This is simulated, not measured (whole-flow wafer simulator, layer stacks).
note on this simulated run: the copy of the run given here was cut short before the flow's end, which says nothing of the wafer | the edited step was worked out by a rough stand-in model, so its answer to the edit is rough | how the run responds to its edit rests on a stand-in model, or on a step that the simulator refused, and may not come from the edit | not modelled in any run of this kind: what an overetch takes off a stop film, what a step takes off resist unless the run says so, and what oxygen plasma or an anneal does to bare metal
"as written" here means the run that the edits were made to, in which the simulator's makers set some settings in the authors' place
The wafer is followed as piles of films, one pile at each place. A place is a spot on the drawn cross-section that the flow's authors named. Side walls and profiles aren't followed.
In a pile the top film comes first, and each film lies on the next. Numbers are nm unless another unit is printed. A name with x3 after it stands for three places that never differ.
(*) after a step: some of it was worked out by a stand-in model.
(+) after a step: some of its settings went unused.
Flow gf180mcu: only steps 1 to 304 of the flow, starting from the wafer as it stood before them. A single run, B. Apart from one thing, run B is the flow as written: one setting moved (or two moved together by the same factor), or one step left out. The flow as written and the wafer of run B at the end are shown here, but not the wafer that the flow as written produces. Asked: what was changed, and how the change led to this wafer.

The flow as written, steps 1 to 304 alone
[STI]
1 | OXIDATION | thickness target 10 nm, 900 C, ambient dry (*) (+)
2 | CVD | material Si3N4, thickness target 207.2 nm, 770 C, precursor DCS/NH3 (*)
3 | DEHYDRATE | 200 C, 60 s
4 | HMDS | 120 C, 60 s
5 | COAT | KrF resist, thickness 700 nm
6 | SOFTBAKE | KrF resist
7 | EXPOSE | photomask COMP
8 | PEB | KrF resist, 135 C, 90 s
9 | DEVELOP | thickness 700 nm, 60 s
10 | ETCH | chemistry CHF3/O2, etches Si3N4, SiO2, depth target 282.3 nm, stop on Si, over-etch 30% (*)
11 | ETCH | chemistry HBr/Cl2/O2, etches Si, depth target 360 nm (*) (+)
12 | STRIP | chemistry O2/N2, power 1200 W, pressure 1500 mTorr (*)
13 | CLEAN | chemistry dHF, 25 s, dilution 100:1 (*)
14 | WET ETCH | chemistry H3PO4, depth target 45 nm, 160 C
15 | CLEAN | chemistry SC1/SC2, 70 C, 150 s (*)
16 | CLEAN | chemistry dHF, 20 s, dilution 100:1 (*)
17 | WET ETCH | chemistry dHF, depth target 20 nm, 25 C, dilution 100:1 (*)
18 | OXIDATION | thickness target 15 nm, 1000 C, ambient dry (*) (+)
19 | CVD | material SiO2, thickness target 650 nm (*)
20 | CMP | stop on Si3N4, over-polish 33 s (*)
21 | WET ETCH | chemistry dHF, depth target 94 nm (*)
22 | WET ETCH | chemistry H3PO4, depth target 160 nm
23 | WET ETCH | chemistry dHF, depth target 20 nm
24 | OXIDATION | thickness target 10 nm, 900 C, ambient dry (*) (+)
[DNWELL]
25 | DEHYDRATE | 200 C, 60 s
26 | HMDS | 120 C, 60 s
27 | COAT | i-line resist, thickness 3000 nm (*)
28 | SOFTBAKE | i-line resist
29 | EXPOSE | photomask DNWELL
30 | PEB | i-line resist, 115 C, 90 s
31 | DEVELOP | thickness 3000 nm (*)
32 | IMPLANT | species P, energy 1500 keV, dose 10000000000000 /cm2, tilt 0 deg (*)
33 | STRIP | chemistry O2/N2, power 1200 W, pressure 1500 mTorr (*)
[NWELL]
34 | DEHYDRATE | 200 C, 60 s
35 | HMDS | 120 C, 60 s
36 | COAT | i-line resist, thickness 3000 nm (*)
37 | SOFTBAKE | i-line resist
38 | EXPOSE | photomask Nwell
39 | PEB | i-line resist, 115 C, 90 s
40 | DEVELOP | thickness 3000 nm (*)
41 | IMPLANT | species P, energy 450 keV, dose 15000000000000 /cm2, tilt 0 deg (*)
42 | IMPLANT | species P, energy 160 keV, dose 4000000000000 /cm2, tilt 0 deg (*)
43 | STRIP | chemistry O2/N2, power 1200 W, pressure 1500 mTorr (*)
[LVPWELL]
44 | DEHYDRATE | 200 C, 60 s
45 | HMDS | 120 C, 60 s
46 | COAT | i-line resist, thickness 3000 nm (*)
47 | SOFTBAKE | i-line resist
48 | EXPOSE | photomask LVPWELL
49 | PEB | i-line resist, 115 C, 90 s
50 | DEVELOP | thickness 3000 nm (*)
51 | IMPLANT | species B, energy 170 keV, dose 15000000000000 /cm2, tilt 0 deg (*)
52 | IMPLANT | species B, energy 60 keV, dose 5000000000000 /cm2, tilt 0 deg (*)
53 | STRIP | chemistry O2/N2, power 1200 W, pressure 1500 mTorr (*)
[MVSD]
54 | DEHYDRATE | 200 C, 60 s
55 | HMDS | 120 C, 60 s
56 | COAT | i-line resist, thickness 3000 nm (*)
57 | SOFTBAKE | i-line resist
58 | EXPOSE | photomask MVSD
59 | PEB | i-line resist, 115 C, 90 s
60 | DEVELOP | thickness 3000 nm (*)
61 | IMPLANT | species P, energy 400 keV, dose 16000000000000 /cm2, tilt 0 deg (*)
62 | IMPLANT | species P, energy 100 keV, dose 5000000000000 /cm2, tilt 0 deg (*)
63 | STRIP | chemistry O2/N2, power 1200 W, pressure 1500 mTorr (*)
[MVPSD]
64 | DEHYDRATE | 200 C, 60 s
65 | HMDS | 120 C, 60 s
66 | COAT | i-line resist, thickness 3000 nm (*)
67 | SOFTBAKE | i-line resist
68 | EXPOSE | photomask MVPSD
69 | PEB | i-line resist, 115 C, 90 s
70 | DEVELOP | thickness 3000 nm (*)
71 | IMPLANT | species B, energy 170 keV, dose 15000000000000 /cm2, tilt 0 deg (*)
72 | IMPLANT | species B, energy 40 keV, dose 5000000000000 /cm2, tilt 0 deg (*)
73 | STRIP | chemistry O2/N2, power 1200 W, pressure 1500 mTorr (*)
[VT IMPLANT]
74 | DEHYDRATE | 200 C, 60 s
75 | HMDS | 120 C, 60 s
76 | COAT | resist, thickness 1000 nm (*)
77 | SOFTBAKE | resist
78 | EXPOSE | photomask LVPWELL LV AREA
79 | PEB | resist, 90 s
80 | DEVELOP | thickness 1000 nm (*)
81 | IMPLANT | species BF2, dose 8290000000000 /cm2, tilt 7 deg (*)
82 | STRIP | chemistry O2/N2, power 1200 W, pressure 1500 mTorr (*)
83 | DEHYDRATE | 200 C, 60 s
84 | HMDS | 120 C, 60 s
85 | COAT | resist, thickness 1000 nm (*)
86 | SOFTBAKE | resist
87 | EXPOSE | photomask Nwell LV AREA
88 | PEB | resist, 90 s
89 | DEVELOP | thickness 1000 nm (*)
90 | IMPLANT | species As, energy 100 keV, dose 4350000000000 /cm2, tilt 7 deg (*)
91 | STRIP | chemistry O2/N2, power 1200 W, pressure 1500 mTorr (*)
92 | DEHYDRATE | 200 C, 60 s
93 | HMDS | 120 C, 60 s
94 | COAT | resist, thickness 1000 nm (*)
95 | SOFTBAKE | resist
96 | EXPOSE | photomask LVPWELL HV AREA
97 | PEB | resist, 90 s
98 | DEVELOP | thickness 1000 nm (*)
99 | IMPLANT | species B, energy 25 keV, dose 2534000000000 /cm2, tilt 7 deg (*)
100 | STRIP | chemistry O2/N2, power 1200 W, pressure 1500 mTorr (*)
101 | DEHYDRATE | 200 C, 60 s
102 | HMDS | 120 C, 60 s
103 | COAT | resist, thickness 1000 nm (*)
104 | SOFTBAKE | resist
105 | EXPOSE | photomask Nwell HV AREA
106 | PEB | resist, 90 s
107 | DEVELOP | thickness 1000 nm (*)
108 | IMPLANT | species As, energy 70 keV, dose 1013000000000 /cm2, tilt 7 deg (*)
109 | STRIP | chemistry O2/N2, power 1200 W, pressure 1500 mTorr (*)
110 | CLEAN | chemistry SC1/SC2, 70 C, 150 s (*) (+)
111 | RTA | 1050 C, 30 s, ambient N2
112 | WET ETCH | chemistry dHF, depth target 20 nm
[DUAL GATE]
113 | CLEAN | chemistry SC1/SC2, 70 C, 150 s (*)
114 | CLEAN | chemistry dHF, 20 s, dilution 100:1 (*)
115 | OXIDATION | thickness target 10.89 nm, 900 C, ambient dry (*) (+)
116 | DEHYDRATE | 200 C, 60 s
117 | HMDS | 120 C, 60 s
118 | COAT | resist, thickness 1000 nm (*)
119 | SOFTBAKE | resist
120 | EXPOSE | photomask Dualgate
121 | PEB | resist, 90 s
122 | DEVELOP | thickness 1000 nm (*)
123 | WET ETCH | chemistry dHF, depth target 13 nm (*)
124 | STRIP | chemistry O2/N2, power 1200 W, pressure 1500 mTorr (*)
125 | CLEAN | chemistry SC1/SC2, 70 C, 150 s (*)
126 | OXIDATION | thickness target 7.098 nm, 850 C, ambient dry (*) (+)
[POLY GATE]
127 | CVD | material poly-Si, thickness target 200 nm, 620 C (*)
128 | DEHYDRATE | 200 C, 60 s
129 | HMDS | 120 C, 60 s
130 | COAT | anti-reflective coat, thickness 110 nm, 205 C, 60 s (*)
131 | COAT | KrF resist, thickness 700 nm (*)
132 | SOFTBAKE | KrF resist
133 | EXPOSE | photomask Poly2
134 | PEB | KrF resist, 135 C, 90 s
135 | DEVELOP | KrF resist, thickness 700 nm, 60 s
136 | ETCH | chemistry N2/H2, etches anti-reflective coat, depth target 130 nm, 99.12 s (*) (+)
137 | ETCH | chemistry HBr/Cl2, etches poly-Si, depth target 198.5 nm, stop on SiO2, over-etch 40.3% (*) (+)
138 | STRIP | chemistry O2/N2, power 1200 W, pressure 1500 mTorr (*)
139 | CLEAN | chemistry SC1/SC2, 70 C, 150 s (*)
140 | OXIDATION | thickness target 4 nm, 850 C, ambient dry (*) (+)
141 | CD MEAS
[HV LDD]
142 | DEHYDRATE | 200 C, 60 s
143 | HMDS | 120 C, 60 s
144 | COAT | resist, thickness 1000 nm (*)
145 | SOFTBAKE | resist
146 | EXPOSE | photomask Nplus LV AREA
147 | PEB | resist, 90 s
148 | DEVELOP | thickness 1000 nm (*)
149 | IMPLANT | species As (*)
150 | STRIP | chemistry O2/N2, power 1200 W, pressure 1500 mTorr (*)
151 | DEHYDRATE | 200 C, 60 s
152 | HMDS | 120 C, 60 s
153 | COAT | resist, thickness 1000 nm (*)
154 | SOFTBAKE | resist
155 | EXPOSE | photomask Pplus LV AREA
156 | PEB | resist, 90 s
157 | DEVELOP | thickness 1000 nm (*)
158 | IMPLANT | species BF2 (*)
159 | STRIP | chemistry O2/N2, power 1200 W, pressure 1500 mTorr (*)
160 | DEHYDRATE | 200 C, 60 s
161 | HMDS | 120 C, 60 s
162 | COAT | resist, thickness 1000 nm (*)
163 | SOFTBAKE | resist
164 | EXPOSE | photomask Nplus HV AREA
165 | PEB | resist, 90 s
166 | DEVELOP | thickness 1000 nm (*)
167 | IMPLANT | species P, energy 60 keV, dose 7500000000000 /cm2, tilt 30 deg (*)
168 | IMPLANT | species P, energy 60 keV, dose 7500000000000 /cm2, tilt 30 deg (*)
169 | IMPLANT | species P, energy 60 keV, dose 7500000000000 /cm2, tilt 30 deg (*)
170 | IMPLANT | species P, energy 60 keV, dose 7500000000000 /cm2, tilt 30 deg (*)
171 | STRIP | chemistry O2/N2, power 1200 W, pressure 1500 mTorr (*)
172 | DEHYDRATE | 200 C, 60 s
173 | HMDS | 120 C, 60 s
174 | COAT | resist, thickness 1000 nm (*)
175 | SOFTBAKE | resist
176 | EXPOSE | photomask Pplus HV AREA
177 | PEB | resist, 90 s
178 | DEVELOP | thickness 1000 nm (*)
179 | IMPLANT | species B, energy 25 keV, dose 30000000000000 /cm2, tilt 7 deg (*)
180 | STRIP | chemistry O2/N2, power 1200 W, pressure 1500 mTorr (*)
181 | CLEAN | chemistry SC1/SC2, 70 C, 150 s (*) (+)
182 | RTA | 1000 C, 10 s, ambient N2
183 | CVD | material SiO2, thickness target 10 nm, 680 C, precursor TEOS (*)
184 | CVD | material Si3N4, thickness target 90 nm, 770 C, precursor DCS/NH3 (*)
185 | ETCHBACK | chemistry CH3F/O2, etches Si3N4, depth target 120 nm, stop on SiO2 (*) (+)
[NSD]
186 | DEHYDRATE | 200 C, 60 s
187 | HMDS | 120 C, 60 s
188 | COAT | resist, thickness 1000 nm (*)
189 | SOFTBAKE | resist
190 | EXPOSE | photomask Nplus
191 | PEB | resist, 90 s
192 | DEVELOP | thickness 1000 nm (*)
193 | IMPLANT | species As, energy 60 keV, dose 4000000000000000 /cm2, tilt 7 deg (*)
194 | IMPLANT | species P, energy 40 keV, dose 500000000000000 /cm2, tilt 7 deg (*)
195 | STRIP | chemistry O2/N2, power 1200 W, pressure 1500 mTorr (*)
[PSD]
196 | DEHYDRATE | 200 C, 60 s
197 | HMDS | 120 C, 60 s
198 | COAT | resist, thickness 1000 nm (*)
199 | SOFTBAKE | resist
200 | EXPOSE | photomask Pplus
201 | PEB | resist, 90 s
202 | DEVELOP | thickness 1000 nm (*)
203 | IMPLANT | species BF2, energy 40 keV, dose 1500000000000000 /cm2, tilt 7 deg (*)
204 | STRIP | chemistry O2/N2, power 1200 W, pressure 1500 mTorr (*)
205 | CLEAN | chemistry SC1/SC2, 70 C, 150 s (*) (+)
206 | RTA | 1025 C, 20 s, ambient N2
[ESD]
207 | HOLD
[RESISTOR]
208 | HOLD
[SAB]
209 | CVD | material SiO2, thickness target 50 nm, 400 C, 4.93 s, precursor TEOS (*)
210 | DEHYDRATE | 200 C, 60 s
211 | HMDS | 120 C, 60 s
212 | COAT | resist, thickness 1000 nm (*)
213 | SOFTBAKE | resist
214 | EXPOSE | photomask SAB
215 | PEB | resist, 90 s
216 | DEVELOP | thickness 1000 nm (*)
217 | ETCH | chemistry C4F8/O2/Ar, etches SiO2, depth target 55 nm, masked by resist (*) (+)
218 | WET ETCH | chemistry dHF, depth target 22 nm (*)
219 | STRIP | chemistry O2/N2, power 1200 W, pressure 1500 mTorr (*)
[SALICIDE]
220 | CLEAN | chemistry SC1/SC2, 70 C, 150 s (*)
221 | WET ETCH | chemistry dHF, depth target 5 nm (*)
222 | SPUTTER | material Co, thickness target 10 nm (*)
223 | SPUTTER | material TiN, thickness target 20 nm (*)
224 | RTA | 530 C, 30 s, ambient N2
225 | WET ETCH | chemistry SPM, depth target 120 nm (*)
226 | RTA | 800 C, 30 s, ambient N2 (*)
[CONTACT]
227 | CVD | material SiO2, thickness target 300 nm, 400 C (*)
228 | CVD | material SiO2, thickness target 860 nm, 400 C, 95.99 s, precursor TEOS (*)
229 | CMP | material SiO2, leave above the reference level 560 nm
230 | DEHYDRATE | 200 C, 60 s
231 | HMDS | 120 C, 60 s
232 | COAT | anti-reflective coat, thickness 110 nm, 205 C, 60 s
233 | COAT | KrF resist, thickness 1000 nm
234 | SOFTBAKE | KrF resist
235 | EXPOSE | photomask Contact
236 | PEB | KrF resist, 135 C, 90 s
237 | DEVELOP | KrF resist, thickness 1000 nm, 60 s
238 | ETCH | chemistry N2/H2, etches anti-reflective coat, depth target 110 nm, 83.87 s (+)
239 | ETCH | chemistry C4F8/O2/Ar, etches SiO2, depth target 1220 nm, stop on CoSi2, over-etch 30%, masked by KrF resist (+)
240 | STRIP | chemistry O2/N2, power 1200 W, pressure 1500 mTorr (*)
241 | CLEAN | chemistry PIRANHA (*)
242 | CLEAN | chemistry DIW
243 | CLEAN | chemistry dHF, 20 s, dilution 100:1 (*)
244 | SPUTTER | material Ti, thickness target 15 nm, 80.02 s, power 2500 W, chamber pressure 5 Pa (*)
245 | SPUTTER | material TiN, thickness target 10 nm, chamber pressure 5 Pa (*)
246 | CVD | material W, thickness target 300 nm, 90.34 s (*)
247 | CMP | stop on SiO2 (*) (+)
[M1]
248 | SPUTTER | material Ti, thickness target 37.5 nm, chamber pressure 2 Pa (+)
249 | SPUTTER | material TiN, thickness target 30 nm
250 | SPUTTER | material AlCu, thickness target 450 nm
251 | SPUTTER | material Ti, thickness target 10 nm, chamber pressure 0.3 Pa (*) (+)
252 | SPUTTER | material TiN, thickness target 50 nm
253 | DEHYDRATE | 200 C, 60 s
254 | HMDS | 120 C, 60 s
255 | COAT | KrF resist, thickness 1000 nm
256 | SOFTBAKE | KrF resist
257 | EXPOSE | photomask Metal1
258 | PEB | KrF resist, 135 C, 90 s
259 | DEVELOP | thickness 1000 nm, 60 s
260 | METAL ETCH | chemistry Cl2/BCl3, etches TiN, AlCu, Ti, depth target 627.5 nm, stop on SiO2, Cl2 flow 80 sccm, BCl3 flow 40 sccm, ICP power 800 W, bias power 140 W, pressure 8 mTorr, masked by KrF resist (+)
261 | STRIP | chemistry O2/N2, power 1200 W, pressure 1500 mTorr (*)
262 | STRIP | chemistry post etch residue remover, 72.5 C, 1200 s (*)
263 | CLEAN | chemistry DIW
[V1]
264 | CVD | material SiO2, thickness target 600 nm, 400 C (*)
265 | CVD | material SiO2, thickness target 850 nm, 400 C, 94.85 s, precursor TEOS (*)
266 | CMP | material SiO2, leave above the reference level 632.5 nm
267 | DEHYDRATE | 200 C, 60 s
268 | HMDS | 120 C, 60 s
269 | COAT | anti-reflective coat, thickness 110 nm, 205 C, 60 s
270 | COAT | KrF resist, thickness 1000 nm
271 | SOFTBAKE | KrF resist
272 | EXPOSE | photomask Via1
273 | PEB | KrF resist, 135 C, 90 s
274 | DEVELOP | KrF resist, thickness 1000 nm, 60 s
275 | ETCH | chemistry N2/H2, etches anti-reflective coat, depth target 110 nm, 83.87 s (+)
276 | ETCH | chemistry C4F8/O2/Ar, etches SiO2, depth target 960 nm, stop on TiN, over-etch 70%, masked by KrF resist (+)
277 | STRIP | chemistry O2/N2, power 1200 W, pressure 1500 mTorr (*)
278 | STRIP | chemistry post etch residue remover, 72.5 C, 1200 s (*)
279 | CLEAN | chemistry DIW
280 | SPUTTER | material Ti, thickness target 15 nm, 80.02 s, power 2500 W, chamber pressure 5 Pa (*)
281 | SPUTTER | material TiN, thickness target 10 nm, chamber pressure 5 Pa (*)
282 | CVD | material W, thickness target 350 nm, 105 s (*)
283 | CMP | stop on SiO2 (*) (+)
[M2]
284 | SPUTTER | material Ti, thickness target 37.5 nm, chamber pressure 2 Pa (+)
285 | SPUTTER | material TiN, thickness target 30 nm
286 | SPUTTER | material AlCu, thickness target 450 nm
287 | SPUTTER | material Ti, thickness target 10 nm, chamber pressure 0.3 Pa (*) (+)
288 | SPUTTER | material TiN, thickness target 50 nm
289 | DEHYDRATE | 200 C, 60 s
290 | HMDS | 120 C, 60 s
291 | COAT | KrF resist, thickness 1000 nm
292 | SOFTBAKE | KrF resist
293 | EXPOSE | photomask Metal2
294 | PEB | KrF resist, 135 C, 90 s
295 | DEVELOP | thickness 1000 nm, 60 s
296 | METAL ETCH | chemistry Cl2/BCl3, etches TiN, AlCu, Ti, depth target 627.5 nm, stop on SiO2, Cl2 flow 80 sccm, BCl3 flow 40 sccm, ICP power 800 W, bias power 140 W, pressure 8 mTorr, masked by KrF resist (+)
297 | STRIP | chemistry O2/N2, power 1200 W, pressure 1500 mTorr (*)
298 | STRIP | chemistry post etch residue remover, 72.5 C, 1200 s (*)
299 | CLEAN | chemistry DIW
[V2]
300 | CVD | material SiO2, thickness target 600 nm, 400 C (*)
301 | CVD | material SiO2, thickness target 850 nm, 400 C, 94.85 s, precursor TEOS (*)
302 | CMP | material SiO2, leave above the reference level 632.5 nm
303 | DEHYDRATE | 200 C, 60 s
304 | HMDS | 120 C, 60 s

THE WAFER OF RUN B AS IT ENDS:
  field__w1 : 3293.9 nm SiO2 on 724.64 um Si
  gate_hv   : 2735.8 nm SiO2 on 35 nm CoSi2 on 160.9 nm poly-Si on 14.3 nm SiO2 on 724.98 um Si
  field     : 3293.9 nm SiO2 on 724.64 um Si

What caused this: step 301, CVD: 37.94 s was run, while the flow as written has 94.85 s.

Step by step, how the change led to this:
  301 | CVD | material SiO2, thickness target 850 nm, 400 C, 94.85 s, precursor TEOS (*)
      field, field__w1, field__w2 and 108 more: SiO2 gains 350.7 (it would be, as written: SiO2 gains 850)
  302 | CMP | material SiO2, leave above the reference level 632.5 nm
      field, field__w1, field__w2 and 103 more: nothing (it would be, as written: SiO2 loses 300)
      field__w8, contact, m1, m1__w1, m1_nw: SiO2 loses 377.7 (it would be, as written: SiO2 loses 877.1)
